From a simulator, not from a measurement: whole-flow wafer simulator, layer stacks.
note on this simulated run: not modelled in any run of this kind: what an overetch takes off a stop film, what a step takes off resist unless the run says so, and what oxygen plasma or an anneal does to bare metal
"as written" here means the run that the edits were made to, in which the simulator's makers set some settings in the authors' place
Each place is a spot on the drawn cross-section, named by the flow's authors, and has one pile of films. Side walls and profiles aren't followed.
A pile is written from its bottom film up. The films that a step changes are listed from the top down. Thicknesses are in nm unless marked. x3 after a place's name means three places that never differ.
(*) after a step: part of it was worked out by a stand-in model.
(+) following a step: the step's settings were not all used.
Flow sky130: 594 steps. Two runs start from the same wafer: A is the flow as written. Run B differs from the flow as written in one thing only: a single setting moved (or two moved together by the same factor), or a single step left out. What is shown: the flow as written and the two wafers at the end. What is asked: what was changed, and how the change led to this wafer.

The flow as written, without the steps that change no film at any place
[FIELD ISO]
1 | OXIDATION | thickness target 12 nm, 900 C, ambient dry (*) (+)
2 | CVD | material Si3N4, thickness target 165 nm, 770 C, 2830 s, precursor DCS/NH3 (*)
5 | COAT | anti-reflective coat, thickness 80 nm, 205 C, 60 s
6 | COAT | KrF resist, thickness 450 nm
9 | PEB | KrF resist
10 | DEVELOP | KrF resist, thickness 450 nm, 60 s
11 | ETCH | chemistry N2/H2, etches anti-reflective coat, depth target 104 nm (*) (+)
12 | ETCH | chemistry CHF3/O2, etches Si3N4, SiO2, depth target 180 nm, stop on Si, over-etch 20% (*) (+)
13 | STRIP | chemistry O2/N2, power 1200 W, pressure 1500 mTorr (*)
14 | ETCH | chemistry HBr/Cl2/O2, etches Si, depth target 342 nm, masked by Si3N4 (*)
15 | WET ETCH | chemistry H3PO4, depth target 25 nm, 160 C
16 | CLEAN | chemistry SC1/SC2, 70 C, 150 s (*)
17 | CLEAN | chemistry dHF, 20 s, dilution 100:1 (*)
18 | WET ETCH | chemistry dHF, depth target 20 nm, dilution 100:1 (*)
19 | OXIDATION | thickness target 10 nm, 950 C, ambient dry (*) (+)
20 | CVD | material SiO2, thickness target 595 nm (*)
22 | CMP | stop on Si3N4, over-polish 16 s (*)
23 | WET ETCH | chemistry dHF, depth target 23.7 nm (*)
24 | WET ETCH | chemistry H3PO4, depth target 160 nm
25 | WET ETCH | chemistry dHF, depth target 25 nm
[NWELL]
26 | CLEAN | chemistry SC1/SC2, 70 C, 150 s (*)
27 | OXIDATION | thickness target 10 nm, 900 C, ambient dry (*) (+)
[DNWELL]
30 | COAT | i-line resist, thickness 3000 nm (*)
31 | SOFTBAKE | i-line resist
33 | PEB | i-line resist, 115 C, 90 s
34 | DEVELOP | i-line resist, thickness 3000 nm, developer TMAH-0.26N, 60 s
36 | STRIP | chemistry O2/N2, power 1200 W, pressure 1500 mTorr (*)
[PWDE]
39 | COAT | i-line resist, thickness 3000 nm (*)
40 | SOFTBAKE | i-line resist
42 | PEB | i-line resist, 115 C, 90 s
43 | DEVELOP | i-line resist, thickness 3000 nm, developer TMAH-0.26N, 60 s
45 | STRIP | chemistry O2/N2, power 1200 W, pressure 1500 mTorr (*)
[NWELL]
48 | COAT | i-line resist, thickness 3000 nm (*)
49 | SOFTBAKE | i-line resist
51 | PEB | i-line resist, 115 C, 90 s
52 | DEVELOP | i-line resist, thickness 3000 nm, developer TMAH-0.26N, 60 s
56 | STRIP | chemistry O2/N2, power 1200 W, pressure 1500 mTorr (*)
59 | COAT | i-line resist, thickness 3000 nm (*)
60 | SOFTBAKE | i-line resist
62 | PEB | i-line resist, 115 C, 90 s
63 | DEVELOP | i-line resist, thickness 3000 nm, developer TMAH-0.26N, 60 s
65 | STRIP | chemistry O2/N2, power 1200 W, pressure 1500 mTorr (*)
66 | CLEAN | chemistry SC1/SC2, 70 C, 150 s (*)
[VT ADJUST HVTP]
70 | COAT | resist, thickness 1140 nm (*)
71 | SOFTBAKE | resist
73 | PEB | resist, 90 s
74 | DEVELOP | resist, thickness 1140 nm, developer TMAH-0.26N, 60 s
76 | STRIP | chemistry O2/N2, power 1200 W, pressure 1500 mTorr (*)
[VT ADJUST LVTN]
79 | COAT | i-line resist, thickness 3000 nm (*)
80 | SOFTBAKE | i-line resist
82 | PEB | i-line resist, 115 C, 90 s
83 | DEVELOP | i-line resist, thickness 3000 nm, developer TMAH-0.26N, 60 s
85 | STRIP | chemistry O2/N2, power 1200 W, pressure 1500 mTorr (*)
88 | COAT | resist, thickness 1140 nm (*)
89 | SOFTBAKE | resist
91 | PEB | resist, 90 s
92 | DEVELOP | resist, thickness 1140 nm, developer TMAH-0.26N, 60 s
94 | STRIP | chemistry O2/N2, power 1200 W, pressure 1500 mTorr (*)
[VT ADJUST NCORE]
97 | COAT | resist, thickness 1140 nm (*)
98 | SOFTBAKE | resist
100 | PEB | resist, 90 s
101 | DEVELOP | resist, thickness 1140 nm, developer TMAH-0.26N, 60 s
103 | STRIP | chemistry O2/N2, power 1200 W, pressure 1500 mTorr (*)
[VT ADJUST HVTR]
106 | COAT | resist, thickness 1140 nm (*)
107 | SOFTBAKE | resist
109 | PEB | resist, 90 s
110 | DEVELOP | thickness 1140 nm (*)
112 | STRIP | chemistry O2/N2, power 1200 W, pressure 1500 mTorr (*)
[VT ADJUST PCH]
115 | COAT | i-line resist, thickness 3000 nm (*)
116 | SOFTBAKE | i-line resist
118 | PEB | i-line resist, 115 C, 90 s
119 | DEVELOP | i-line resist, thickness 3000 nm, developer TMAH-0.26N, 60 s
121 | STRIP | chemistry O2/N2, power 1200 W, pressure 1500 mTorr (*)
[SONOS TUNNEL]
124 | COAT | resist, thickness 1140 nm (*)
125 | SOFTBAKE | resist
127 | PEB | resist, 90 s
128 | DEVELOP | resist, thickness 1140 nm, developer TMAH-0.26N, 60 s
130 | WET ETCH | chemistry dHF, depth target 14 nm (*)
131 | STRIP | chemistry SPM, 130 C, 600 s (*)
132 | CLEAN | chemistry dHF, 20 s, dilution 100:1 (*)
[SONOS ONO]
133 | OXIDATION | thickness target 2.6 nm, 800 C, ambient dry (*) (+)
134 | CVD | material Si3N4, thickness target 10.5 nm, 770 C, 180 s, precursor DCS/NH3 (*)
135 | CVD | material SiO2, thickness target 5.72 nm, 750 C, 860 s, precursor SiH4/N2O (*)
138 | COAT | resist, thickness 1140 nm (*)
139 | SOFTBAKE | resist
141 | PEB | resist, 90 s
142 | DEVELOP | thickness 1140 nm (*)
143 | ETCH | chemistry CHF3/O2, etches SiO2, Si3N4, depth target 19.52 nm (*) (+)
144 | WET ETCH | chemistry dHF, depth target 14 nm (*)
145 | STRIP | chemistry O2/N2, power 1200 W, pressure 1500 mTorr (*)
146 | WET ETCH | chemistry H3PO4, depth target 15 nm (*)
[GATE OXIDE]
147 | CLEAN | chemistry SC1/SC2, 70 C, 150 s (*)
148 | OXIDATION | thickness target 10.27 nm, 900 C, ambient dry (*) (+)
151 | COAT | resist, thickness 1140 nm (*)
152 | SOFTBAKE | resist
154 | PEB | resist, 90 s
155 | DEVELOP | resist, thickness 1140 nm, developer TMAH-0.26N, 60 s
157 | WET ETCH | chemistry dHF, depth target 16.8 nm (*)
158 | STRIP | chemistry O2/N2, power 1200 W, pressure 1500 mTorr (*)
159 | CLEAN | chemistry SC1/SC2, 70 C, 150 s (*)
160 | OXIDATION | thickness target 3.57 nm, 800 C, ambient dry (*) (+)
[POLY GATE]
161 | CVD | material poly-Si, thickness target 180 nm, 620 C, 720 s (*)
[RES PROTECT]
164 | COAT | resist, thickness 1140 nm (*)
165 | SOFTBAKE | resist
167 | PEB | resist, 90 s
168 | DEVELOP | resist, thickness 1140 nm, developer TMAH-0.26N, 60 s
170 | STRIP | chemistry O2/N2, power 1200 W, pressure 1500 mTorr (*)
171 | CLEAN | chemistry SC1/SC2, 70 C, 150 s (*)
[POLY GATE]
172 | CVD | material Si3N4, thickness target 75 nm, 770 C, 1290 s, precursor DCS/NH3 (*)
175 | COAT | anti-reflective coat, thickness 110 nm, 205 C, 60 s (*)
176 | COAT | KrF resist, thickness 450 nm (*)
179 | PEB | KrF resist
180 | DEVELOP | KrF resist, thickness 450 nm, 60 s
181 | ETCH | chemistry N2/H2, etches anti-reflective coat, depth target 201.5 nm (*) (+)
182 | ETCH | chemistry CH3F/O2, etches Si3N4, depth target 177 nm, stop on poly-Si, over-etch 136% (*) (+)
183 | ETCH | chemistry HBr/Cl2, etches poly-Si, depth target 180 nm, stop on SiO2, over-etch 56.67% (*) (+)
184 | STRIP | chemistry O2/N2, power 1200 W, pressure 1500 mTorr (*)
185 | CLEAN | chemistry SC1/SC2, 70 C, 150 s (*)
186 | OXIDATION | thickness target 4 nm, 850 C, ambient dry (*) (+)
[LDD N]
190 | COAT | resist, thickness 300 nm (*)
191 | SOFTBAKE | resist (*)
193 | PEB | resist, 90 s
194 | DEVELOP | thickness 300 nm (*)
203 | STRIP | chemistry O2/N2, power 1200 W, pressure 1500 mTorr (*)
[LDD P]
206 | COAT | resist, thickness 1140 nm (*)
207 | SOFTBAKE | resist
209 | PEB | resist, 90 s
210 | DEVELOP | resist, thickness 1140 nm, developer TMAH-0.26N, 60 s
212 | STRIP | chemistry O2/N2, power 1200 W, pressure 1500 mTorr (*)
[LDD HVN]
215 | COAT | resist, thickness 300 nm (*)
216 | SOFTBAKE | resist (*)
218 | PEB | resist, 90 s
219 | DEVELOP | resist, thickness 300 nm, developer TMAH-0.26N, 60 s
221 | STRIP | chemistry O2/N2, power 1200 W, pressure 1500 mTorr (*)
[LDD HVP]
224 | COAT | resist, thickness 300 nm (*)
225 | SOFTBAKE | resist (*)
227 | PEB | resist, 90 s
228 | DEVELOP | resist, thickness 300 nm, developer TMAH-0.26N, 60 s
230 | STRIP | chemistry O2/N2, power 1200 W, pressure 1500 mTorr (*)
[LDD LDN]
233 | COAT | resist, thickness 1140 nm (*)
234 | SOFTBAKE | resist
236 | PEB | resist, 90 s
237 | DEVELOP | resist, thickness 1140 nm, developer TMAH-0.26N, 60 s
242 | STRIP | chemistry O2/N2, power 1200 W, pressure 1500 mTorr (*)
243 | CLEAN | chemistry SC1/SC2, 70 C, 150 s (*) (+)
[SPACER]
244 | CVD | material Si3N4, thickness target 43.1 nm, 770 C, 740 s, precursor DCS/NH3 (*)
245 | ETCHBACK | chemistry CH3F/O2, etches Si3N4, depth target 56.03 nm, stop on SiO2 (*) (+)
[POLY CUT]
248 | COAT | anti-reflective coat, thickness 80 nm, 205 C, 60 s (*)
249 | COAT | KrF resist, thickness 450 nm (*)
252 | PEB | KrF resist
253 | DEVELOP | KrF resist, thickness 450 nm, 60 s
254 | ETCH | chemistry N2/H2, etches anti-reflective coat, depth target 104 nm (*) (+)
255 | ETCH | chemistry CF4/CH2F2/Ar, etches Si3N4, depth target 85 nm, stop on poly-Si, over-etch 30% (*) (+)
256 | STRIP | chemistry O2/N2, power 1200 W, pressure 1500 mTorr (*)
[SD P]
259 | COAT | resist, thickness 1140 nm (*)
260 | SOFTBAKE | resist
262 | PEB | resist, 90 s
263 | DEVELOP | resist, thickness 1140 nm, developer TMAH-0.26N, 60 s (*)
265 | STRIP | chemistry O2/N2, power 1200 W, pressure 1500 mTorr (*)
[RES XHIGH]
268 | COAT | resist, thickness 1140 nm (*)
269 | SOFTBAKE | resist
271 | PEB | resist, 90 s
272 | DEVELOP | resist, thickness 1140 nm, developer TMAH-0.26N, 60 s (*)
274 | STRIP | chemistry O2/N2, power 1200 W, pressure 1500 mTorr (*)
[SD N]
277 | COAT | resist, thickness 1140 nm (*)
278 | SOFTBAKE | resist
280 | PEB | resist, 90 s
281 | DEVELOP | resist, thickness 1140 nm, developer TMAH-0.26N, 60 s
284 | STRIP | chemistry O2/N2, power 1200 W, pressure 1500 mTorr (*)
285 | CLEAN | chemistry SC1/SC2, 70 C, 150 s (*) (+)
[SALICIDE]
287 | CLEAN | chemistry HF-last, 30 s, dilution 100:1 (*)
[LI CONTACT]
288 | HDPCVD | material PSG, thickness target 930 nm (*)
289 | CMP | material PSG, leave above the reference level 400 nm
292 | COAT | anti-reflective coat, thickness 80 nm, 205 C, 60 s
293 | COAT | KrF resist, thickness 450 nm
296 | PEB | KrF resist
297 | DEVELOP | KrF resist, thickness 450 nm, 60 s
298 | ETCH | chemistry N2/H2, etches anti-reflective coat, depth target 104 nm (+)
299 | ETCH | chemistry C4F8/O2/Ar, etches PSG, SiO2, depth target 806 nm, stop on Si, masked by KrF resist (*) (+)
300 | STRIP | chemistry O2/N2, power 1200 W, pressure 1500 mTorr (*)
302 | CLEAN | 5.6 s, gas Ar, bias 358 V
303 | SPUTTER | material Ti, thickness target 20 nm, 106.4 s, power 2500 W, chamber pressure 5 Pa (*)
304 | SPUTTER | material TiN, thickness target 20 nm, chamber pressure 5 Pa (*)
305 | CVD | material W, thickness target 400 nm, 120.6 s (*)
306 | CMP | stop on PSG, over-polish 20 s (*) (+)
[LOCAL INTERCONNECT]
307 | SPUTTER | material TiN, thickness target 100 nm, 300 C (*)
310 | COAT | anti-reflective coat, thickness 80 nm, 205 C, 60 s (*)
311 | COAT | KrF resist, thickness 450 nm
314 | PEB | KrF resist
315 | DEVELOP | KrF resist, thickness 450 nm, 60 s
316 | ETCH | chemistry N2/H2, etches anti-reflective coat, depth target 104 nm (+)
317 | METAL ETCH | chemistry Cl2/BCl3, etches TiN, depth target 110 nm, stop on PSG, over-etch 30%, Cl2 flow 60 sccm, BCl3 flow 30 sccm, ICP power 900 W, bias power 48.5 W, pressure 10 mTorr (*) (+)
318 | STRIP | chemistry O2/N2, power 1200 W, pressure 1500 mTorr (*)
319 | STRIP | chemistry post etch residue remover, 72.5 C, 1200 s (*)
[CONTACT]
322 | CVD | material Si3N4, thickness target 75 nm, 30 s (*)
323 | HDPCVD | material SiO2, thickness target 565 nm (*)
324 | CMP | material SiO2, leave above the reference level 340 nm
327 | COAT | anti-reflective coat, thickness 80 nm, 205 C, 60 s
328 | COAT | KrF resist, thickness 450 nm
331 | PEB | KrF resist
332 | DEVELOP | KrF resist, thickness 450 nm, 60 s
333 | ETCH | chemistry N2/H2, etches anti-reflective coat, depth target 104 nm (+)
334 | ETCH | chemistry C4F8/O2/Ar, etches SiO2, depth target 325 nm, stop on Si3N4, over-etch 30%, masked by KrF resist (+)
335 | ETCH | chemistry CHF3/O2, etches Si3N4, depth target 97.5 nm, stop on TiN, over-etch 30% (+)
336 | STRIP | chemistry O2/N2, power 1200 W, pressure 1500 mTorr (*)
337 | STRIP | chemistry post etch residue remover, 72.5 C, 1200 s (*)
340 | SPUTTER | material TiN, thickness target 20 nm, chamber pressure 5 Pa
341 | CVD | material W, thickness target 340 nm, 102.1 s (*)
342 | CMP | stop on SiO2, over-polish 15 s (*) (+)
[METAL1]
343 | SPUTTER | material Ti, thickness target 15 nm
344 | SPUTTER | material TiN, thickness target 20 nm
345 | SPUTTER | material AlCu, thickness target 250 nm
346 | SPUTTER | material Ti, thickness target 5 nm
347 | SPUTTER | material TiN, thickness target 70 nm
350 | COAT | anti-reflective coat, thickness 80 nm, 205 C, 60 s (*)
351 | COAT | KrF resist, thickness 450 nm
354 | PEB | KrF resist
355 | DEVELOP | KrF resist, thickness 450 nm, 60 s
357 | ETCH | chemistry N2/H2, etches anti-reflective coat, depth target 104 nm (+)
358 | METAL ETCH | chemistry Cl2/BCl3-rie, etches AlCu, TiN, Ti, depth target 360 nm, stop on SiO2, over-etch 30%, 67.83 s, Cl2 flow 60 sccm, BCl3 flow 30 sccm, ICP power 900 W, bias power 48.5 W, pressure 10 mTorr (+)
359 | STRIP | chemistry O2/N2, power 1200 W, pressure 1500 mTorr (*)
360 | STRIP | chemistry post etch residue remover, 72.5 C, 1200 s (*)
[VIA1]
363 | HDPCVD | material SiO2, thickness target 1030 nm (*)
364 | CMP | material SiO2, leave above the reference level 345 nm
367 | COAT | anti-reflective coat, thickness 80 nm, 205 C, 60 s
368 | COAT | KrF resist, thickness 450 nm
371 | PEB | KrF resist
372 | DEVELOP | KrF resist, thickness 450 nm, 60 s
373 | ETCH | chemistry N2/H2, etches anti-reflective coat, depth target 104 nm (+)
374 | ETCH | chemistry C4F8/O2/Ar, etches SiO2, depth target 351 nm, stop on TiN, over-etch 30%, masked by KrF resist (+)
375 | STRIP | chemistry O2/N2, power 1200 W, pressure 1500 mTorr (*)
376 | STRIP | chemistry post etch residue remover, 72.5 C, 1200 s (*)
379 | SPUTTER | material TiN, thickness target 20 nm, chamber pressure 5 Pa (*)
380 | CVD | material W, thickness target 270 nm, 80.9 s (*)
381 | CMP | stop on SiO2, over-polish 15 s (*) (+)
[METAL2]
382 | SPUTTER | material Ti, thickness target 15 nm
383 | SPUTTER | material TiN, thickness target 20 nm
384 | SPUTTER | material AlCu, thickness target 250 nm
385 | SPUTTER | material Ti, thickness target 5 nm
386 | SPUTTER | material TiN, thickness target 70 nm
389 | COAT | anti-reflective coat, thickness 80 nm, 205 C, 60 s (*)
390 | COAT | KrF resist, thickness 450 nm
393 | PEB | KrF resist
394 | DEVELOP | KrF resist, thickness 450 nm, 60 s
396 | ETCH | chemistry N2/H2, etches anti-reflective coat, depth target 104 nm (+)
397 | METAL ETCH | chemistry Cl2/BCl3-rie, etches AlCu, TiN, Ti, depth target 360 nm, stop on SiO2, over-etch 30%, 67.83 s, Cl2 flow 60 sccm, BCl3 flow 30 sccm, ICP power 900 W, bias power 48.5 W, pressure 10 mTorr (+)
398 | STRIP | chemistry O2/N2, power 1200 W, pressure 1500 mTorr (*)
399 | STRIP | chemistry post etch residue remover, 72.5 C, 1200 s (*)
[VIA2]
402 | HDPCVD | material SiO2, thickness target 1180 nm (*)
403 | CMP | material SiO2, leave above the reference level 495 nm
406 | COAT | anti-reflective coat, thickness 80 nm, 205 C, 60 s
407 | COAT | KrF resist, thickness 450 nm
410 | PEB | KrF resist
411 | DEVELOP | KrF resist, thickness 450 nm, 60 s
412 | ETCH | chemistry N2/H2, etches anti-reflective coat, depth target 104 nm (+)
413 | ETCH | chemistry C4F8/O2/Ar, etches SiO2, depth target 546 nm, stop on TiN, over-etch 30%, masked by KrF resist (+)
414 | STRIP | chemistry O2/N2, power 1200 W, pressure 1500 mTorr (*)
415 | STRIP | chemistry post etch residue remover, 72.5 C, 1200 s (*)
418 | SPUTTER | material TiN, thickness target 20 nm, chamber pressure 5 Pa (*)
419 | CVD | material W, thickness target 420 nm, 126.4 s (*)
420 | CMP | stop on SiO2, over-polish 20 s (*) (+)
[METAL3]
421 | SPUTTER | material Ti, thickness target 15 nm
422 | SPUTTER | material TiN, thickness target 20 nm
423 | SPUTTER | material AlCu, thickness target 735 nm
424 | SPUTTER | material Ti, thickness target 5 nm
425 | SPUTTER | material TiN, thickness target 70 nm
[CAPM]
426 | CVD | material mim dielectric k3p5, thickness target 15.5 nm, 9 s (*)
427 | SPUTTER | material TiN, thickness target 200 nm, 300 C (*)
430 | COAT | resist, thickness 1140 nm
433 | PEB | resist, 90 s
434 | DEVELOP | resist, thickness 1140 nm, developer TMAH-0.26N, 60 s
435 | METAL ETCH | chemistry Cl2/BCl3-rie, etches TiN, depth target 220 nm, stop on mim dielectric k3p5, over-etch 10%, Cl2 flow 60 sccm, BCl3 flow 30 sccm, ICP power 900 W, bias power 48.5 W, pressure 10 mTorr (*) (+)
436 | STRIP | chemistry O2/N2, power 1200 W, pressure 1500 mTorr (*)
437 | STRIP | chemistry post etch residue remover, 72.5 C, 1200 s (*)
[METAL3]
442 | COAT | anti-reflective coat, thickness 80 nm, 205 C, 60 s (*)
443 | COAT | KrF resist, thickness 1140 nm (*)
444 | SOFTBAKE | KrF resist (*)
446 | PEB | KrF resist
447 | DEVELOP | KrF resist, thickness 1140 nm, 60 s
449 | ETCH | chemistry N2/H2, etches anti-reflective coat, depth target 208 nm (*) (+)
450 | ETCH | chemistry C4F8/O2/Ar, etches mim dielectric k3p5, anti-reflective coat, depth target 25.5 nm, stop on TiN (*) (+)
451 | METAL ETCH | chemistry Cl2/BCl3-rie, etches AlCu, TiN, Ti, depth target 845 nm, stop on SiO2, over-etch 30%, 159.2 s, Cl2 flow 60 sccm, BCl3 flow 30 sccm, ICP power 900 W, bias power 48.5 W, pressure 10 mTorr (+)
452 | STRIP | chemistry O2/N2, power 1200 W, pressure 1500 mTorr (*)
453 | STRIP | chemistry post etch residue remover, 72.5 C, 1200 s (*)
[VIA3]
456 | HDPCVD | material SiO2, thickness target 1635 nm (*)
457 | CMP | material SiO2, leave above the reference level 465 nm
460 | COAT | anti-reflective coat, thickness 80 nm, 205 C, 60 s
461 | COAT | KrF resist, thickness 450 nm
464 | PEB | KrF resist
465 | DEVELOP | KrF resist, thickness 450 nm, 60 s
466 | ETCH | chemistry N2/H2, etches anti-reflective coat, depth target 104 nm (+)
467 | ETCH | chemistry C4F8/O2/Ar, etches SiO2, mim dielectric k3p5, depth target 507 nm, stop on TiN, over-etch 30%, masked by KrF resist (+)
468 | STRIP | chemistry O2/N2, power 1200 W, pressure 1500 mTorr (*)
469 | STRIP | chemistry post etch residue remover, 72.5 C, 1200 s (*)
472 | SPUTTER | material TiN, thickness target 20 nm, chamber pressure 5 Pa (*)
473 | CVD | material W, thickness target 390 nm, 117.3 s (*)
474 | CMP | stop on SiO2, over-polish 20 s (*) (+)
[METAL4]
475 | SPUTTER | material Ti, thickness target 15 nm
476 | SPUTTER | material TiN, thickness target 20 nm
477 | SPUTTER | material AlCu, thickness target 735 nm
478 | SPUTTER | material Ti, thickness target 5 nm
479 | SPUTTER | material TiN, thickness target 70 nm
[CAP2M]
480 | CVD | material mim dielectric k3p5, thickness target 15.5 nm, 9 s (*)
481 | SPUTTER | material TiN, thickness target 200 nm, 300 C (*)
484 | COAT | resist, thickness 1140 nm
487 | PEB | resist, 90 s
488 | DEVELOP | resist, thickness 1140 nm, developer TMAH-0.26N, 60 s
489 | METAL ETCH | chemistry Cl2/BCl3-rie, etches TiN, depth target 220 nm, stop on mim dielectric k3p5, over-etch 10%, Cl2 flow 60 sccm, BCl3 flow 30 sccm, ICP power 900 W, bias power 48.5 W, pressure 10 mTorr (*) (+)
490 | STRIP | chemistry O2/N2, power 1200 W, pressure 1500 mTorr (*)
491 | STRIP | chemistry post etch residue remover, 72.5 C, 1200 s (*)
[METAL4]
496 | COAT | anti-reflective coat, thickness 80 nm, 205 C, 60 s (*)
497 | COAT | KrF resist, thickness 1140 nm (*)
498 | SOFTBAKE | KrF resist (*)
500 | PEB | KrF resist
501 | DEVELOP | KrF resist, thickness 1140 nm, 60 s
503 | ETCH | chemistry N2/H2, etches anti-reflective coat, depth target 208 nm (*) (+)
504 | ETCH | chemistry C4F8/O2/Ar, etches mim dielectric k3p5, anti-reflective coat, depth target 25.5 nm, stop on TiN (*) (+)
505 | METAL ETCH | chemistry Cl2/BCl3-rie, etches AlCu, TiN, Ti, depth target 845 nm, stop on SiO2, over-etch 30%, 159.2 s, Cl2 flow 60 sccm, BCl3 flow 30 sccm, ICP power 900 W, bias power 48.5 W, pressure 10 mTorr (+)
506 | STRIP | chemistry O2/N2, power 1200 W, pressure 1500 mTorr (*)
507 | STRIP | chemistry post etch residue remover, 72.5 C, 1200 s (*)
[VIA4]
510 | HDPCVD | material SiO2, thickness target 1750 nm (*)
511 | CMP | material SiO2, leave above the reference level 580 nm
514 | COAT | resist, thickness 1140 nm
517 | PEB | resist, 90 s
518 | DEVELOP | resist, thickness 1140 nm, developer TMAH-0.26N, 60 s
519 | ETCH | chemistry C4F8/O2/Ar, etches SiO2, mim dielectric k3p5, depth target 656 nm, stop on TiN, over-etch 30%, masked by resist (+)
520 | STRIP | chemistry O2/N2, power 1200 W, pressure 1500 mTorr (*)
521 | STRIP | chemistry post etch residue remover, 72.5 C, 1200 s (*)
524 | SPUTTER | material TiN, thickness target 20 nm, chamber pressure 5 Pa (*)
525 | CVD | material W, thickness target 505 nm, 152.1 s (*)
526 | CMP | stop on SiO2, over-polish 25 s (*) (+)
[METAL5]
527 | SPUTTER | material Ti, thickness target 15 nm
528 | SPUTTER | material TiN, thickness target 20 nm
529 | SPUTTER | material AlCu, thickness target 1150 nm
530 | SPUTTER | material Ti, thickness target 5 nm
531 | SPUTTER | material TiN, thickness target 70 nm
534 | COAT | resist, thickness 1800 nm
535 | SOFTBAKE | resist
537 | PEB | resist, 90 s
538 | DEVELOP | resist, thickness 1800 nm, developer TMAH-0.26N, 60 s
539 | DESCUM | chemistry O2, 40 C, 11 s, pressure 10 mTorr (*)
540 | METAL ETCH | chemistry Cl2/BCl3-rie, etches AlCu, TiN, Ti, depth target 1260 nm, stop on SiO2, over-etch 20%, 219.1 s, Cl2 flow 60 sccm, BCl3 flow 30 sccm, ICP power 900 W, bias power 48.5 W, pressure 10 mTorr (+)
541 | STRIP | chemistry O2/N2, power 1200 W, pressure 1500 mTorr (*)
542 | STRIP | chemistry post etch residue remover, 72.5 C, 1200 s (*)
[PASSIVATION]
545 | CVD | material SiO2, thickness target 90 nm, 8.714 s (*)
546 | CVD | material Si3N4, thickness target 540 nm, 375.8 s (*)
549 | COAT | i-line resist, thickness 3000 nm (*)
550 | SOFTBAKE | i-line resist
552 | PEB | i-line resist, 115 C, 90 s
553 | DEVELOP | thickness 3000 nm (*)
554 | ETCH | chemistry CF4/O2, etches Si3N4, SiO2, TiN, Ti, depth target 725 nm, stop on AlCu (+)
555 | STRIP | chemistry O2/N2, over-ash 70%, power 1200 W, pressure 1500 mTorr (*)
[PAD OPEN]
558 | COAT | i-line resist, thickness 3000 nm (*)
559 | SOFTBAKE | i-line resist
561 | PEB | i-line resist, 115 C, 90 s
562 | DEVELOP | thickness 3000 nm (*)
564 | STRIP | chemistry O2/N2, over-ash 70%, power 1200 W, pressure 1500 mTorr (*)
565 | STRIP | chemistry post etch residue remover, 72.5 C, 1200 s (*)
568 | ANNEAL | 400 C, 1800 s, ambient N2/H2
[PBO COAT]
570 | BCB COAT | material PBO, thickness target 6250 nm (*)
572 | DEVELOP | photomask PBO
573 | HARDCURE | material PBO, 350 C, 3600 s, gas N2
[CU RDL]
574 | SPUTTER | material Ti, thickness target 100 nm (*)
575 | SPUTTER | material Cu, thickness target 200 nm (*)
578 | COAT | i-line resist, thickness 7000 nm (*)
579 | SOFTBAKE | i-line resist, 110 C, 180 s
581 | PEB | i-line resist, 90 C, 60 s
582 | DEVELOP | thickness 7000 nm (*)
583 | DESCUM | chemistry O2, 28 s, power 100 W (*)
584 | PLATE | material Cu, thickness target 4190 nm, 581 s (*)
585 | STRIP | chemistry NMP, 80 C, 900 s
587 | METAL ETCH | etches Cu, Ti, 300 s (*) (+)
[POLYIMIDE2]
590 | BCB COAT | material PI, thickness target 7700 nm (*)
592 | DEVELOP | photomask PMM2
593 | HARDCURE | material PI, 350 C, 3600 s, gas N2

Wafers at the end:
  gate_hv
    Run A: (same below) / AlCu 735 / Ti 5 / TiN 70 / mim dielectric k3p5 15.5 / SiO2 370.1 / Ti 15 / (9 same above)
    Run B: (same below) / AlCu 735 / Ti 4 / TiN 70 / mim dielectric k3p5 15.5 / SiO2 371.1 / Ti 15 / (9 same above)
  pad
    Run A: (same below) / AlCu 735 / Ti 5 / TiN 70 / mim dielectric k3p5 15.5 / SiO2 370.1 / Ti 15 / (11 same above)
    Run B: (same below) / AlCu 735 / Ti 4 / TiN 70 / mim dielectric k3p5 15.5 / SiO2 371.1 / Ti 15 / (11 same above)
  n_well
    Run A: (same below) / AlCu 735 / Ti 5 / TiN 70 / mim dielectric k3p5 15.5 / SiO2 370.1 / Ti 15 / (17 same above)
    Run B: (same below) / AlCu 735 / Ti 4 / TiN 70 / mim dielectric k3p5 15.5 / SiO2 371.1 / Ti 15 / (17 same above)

Cause: step 424, SPUTTER: thickness target 4 nm was run, though the flow has thickness target 5 nm.
The wafer itself shows it: gate_hv has Ti 4, and step 424 as written asks for 5 nm.

How this came from the change, step by step:
  424 | SPUTTER | material Ti, thickness target 5 nm
      field, active, n_well and 188 more: A +5 Ti (new film) | B +4 Ti (new film)
  451 | METAL ETCH | chemistry Cl2/BCl3-rie, etches AlCu, TiN, Ti, depth target 845 nm, stop on SiO2, over-etch 30%, 159.2 s, Cl2 flow 60 sccm, BCl3 flow 30 sccm, ICP power 900 W, bias power 48.5 W, pressure 10 mTorr (+)
      field, active, gate and 67 more: A -70 TiN (all of it), -5 Ti (all of it), -735 AlCu (all of it), -20 TiN (all of it), -15 Ti (all of it), -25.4 SiO2 | B -70 TiN (all of it), -4 Ti (all of it), -735 AlCu (all of it), -20 TiN (all of it), -15 Ti (all of it), -25.5 SiO2
      vpp_ln, vpp_iso2, ndiff_ln and 9 more: A -70 TiN (all of it), -5 Ti (all of it), -735 AlCu (all of it), -20 TiN (all of it), -15 Ti (all of it), -25.3 SiO2 | B -70 TiN (all of it), -4 Ti (all of it), -735 AlCu (all of it), -20 TiN (all of it), -15 Ti (all of it), -25.4 SiO2
      (as well as at 3 more places)
  550 | SOFTBAKE | i-line resist
      via1_enc: A -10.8 i-line resist | B -10.1 i-line resist
  559 | SOFTBAKE | i-line resist
      via1_enc: A -10.8 i-line resist | B -10.1 i-line resist
